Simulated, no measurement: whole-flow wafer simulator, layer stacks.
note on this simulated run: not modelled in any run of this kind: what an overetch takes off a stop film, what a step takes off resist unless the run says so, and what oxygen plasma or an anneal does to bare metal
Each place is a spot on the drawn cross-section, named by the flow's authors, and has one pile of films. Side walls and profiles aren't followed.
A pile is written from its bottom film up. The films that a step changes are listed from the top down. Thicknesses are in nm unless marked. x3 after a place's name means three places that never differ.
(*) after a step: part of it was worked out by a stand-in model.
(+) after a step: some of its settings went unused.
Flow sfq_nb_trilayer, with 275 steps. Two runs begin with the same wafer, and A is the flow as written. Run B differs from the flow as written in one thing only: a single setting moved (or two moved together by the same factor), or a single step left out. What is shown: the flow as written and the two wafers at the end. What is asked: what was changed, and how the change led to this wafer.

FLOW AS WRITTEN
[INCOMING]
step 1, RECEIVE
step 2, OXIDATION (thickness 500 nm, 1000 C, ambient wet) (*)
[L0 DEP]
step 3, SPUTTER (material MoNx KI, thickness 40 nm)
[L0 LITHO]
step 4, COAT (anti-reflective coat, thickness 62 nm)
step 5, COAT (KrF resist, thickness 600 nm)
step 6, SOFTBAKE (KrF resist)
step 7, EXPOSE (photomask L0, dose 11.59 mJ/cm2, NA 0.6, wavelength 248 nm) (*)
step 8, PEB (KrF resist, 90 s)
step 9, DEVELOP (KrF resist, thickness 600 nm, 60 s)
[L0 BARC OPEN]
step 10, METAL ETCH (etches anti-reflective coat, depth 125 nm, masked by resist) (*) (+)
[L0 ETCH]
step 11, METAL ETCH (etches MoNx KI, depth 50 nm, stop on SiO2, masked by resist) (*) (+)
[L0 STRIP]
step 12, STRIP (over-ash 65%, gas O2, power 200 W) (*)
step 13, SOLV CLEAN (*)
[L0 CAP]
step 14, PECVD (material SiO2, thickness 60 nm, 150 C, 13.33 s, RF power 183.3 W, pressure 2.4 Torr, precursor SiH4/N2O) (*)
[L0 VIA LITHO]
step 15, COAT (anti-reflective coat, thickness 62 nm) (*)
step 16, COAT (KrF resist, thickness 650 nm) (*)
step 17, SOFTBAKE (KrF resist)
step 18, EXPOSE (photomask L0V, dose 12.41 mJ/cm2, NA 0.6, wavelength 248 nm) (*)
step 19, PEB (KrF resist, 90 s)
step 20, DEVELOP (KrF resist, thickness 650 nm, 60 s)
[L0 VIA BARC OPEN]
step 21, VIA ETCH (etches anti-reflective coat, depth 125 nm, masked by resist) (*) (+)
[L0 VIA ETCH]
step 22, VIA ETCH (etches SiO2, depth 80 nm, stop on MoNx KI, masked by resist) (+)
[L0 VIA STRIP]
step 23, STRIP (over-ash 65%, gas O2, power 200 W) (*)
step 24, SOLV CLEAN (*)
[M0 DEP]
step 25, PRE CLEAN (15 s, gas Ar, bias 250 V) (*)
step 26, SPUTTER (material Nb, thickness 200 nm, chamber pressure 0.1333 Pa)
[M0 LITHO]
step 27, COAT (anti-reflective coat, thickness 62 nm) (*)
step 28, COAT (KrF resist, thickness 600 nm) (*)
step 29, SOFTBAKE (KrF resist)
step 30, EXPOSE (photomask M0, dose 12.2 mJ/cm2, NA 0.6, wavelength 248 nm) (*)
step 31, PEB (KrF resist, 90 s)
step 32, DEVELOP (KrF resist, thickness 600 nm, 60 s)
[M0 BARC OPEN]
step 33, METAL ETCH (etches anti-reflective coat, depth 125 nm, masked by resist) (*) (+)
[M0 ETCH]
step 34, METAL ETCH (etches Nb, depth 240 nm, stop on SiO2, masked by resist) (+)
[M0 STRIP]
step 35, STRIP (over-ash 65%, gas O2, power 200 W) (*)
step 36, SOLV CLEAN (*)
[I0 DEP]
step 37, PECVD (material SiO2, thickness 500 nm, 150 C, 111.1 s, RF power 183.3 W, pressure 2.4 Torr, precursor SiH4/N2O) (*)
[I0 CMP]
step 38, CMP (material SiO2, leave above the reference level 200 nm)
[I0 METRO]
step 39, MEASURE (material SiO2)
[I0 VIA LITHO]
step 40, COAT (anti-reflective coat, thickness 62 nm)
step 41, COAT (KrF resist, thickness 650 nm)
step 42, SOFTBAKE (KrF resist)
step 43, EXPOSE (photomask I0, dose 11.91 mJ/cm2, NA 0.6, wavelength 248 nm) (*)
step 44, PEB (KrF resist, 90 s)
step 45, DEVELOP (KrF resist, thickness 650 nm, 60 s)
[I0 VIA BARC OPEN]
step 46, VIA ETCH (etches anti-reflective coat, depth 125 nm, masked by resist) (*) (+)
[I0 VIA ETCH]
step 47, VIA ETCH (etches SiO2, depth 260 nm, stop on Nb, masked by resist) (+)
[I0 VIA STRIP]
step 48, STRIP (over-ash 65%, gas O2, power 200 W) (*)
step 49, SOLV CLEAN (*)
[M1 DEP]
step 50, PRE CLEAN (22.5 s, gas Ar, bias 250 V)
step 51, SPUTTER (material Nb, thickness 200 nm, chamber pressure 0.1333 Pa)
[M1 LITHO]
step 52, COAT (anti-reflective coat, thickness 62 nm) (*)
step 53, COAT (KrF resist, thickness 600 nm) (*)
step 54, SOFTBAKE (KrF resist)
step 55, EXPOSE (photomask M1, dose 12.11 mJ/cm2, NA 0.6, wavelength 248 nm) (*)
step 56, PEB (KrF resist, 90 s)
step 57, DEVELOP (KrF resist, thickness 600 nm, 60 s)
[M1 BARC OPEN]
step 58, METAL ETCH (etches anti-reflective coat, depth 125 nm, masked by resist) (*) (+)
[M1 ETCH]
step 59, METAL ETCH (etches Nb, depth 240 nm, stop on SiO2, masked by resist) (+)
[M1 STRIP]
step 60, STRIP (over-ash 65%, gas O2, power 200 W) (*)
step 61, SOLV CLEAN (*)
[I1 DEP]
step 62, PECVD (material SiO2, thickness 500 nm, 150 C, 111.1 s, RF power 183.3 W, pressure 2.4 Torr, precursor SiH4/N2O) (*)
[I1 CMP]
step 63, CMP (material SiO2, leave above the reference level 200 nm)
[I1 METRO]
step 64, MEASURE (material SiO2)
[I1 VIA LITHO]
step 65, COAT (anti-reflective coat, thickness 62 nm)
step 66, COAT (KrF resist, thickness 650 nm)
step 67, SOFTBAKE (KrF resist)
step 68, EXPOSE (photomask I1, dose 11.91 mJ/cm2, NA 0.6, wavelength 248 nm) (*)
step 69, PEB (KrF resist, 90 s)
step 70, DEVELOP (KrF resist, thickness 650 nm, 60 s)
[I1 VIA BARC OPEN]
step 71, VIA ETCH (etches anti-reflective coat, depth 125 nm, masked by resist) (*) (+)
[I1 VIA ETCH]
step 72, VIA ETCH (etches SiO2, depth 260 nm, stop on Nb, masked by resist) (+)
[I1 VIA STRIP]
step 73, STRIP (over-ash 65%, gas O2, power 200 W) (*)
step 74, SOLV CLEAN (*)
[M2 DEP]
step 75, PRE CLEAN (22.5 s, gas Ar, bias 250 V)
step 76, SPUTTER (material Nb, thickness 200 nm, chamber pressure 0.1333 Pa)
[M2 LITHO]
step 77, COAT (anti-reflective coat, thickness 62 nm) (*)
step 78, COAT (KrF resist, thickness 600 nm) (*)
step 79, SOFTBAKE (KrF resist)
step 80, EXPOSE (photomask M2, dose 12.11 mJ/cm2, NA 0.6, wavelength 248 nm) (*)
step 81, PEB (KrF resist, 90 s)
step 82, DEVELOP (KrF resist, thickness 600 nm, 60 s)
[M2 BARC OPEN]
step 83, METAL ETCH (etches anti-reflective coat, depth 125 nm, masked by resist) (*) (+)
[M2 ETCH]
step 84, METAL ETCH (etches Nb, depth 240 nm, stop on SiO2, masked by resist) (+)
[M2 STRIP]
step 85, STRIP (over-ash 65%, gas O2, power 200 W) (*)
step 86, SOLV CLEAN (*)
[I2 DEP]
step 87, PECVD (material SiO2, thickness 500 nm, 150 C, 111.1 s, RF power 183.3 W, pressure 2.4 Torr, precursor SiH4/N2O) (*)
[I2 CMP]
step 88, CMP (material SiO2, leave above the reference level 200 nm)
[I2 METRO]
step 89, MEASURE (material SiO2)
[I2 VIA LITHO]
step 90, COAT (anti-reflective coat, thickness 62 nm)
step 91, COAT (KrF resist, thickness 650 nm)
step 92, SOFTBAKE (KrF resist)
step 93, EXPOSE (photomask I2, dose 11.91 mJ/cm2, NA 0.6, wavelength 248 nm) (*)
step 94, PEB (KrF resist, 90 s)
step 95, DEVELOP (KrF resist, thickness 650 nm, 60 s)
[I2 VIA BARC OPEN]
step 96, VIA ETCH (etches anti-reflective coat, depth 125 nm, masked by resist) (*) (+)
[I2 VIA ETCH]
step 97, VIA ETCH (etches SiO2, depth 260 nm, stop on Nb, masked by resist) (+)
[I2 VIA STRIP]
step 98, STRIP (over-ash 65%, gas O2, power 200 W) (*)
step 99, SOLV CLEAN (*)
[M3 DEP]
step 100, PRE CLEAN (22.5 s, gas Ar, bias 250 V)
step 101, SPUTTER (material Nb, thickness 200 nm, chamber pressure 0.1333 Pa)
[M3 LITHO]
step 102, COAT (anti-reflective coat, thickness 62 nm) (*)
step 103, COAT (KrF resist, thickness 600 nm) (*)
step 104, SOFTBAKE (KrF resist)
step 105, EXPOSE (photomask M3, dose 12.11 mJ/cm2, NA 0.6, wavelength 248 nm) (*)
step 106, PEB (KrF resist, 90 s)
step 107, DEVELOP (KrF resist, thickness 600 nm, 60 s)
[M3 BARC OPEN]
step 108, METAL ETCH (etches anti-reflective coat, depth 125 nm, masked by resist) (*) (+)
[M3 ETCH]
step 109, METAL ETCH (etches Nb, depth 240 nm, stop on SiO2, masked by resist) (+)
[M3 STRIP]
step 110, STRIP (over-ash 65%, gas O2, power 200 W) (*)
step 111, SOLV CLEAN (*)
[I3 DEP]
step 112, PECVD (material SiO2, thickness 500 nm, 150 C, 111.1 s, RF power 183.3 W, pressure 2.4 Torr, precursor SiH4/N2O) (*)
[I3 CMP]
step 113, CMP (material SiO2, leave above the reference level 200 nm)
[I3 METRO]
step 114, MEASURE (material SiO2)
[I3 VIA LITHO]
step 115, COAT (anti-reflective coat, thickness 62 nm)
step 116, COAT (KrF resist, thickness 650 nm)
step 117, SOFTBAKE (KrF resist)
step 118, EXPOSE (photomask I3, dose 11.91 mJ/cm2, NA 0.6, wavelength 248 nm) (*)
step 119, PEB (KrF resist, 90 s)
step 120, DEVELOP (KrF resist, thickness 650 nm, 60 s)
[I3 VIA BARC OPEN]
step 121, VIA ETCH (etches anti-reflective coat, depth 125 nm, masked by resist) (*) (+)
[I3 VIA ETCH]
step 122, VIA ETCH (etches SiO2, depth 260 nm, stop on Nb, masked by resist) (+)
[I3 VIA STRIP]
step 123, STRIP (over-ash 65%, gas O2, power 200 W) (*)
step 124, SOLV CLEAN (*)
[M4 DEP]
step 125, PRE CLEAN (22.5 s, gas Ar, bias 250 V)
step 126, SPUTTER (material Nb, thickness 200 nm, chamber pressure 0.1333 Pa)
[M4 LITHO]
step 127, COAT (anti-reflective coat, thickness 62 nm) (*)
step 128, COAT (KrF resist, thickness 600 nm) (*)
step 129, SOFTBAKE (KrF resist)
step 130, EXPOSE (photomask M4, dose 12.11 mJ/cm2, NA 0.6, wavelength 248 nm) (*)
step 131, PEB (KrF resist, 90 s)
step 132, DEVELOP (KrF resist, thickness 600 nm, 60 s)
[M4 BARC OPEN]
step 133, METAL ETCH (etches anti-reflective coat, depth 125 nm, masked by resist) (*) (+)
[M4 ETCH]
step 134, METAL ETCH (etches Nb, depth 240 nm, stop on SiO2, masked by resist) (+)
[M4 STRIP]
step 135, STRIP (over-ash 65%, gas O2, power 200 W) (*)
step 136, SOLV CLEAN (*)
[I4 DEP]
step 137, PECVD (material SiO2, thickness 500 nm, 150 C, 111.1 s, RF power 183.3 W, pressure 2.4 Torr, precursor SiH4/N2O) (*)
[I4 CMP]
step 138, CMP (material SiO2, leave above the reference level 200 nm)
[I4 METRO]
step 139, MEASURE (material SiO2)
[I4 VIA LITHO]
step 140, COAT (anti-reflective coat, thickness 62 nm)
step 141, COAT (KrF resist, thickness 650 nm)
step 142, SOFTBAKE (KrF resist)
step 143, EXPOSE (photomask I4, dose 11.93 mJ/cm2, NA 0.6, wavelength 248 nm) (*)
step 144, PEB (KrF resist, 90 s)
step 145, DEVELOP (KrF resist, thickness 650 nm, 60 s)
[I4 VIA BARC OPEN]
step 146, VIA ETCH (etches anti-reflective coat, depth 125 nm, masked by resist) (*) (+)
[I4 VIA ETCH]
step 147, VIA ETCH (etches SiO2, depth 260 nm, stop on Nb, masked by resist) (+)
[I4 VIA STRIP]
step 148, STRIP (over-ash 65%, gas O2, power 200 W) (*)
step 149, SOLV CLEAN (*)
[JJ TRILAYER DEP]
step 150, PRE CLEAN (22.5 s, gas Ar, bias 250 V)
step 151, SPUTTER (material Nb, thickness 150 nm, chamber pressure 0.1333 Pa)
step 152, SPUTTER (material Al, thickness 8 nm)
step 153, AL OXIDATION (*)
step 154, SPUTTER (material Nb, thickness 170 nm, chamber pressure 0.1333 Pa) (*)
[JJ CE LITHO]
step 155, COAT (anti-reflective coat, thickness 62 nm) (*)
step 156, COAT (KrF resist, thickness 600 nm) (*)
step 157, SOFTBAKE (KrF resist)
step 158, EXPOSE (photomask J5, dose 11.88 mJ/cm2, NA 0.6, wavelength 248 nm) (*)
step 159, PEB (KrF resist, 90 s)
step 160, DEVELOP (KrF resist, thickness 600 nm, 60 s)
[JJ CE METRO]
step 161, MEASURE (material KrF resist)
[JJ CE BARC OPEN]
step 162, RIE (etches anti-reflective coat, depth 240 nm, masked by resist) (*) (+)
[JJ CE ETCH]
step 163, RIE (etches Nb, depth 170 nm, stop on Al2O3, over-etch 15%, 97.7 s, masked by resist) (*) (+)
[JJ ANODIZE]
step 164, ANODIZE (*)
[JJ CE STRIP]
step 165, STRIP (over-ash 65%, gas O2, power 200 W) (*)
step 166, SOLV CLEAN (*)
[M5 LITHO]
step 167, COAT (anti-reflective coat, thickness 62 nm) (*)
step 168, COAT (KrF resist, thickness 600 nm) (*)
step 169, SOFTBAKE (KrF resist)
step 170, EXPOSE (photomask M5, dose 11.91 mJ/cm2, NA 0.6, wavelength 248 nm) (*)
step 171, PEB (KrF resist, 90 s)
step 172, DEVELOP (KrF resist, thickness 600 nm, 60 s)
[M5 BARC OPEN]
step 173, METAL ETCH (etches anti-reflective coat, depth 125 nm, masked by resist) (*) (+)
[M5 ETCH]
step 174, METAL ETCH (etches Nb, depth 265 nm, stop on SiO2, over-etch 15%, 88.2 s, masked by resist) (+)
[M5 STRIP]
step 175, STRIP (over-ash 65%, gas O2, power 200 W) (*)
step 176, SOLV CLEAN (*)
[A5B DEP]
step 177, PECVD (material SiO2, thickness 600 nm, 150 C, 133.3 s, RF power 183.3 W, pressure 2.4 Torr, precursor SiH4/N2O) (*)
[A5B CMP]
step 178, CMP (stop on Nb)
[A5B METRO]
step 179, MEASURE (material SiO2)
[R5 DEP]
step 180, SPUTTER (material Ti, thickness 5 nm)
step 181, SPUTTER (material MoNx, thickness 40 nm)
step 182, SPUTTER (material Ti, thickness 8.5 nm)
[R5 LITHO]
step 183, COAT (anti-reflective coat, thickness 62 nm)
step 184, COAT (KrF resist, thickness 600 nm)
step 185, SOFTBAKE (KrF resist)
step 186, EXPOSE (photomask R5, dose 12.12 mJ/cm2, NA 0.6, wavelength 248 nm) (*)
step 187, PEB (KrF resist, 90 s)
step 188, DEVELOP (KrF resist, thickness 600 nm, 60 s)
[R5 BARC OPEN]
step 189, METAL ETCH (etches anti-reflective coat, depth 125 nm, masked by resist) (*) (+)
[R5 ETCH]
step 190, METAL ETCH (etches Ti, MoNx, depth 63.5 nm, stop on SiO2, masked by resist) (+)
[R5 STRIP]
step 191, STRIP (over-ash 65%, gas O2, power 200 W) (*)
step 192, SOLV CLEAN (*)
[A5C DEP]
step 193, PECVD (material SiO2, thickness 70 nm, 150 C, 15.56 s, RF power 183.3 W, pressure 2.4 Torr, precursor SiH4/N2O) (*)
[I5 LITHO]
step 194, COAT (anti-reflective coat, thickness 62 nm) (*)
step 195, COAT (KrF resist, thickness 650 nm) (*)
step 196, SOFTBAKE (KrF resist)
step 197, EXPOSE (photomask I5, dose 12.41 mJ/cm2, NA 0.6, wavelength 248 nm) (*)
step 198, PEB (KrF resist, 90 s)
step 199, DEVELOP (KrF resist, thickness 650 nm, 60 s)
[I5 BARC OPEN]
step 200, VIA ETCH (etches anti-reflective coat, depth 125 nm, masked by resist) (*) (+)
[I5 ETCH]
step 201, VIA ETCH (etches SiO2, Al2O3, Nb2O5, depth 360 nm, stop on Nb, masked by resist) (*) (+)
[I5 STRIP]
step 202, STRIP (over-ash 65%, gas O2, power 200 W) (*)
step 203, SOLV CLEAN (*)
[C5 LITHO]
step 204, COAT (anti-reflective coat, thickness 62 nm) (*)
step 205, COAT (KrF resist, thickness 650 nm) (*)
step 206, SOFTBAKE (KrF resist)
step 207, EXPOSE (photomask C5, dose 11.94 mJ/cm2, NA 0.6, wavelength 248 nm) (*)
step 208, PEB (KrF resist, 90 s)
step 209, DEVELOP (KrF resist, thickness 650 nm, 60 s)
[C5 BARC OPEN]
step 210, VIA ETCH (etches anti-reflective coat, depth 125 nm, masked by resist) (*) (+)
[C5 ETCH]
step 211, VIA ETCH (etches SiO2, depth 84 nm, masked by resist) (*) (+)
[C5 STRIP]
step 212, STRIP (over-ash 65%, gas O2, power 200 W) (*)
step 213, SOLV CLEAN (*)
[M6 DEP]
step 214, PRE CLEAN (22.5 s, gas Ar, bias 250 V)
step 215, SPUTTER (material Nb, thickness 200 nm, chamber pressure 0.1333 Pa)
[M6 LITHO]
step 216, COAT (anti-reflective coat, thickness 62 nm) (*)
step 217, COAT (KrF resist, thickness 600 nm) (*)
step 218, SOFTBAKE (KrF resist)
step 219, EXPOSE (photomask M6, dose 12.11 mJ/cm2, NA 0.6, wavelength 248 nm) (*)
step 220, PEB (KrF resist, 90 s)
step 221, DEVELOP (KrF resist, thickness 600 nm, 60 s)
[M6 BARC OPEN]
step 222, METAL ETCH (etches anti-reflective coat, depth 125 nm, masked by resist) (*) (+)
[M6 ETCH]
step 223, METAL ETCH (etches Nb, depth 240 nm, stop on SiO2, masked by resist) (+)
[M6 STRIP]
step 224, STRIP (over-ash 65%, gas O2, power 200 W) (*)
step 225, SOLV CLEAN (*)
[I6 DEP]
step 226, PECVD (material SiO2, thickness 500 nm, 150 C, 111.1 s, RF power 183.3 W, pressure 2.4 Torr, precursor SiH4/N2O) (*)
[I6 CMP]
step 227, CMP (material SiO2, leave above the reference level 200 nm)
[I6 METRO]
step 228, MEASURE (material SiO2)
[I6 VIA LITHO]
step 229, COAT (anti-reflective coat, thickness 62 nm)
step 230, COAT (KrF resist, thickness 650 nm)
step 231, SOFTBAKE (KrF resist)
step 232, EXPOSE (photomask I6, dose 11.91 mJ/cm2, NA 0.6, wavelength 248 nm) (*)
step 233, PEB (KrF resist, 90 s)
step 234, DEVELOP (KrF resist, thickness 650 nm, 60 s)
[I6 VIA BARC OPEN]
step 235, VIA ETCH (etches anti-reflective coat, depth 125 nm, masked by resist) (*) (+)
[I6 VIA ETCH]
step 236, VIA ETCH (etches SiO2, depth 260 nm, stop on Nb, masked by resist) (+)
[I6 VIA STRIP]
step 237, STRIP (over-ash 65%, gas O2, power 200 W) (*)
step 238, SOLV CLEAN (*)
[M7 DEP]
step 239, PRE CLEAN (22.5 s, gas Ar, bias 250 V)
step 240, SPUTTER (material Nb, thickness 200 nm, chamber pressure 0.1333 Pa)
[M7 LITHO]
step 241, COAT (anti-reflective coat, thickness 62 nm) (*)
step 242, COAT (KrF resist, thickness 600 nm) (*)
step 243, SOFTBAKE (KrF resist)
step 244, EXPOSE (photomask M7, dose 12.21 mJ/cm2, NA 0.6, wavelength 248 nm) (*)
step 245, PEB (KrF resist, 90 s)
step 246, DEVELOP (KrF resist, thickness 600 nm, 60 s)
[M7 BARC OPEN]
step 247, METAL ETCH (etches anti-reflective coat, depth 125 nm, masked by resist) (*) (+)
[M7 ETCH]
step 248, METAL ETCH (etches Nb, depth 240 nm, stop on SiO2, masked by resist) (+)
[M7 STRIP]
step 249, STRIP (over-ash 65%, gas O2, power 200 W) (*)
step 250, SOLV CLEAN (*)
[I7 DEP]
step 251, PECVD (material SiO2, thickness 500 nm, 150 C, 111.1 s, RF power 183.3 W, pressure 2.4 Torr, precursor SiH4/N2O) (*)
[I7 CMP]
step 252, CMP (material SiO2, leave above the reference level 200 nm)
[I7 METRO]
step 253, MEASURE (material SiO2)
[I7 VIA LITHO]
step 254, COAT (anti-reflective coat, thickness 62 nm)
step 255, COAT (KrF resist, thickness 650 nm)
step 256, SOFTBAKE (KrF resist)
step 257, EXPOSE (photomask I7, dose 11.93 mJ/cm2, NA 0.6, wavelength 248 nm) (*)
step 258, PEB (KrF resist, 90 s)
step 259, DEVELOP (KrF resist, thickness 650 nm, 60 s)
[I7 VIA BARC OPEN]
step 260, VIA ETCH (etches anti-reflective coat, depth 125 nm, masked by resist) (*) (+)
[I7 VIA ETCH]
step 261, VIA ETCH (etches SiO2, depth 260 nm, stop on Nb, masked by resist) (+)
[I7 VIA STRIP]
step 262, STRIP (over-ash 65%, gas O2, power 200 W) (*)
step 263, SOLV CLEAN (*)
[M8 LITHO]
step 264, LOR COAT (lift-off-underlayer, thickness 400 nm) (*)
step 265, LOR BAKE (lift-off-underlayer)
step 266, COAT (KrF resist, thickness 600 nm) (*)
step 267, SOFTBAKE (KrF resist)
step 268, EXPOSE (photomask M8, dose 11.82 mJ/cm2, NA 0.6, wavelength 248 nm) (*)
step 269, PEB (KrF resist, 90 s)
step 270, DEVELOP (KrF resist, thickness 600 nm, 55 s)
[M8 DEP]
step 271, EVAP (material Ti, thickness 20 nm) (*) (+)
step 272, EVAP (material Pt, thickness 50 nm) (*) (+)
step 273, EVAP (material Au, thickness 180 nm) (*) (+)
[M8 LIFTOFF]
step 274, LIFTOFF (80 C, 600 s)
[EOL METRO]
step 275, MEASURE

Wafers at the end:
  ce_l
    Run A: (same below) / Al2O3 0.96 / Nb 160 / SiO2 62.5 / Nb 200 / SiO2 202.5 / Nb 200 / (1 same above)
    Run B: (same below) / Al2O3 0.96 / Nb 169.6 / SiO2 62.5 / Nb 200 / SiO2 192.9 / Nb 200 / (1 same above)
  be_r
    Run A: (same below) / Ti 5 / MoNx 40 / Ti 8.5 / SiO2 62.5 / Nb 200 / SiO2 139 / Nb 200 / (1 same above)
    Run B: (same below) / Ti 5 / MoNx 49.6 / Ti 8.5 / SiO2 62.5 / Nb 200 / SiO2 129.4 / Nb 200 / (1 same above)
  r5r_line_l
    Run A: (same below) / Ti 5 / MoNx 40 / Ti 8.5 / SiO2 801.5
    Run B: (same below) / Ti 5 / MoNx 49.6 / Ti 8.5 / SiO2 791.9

What caused this: step 181, SPUTTER: thickness 49.6 nm was run, whereas the flow has thickness 40 nm.
One can read it off the wafer: be_r has MoNx 49.6, and step 181 as written asks for 40 nm.

The path from the change to this, step by step:
  step 181, SPUTTER (material MoNx, thickness 40 nm)
      field_l, v_sur, via_wl and 103 more: A MoNx gains 40 (new film) | B MoNx gains 49.6 (new film)
  step 190, METAL ETCH (etches Ti, MoNx, depth 63.5 nm, stop on SiO2, masked by resist) (+)
      field_l, v_sur, via_wl and 92 more: A Ti loses 8.5 (all of it), MoNx loses 40 (all of it), Ti loses 5 (all of it) | B Ti loses 8.5 (all of it), MoNx loses 49.6 (all of it), Ti loses 5 (all of it)
      ce_l, c5j, ce_r, wl_jj: A Ti loses 8.5 (all of it), MoNx loses 40 (all of it), Ti loses 5 (all of it), Nb loses 10 | B Ti loses 8.5 (all of it), MoNx loses 49.6 (all of it), Ti loses 5 (all of it), Nb loses 0.4
  step 194, COAT (anti-reflective coat, thickness 62 nm) (*)
      wl_j_sl, wl_j_sr: A anti-reflective coat gains 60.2 (new film) | B anti-reflective coat gains 61.9 (new film)
      r5r_spacepad_l, r5r_spacepad_r: A anti-reflective coat gains 84.4 (new film) | B anti-reflective coat gains 88.5 (new film)
      (as well as at 12 more places)
  step 202, STRIP (over-ash 65%, gas O2, power 200 W) (*)
      wl_j_sl, wl_j_sr: A KrF resist loses 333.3 (all of it), anti-reflective coat loses 60.2 (all of it) | B KrF resist loses 333 (all of it), anti-reflective coat loses 61.9 (all of it)
      r5r_spacepad_l, r5r_spacepad_r: A KrF resist loses 335.6 (all of it), anti-reflective coat loses 84.4 (all of it) | B KrF resist loses 335.9 (all of it), anti-reflective coat loses 88.5 (all of it)
      (as well as at 12 more places)
  step 204, COAT (anti-reflective coat, thickness 62 nm) (*)
      wl_j_sl, wl_j_sr: A anti-reflective coat gains 60.2 (new film) | B anti-reflective coat gains 61.9 (new film)
      r5r_spacepad_l, r5r_spacepad_r: A anti-reflective coat gains 84.4 (new film) | B anti-reflective coat gains 88.5 (new film)
      (as well as at 12 more places)
  step 210, VIA ETCH (etches anti-reflective coat, depth 125 nm, masked by resist) (*) (+)
      c5j: A anti-reflective coat loses 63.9 (all of it), SiO2 loses 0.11 | B anti-reflective coat loses 61.5 (all of it), SiO2 loses 0.11
  step 212, STRIP (over-ash 65%, gas O2, power 200 W) (*)
      wl_j_sl, wl_j_sr: A KrF resist loses 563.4 (all of it), anti-reflective coat loses 60.2 (all of it) | B KrF resist loses 563.9 (all of it), anti-reflective coat loses 61.9 (all of it)
      r5r_spacepad_l, r5r_spacepad_r: A KrF resist loses 565.8 (all of it), anti-reflective coat loses 84.4 (all of it) | B KrF resist loses 566.8 (all of it), anti-reflective coat loses 88.5 (all of it)
      (as well as at 11 more places)
  step 216, COAT (anti-reflective coat, thickness 62 nm) (*)
      r5r_line_l, r5r_line_c, r5r_line_r: A anti-reflective coat gains 50 (new film) | B anti-reflective coat gains 48.7 (new film)
      wl_j_sl, wl_j_sr: A anti-reflective coat gains 60.2 (new film) | B anti-reflective coat gains 61.9 (new film)
      (as well as at 9 more places)
  step 222, METAL ETCH (etches anti-reflective coat, depth 125 nm, masked by resist) (*) (+)
      r5r_line_l, r5r_line_c, r5r_line_r: A anti-reflective coat loses 50 (all of it) | B anti-reflective coat loses 48.7 (all of it)
      r5r_spacepad_l, r5r_spacepad_r: A anti-reflective coat loses 85.7 (all of it) | B anti-reflective coat loses 90.5 (all of it)
      (as well as at 1 more place)
  step 224, STRIP (over-ash 65%, gas O2, power 200 W) (*)
      wl_j_sl, wl_j_sr: A KrF resist loses 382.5 (all of it), anti-reflective coat loses 60.2 (all of it) | B KrF resist loses 382.4 (all of it), anti-reflective coat loses 61.9 (all of it)
      jj_sur: A KrF resist loses 378.5 (all of it), anti-reflective coat loses 56.1 (all of it) | B KrF resist loses 378.7 (all of it), anti-reflective coat loses 58.5 (all of it)
      (as well as at 5 more places)
  step 227, CMP (material SiO2, leave above the reference level 200 nm)
      r5r_line_l, r5r_spacepad_l, r5r_spacepad_r, r5r_line_c, r5r_line_r: A SiO2 loses 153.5 | B SiO2 loses 163.1
      ce_l, ce_r, wl_jj: A SiO2 loses 290 | B SiO2 loses 299.6
      (as well as at 5 more places)
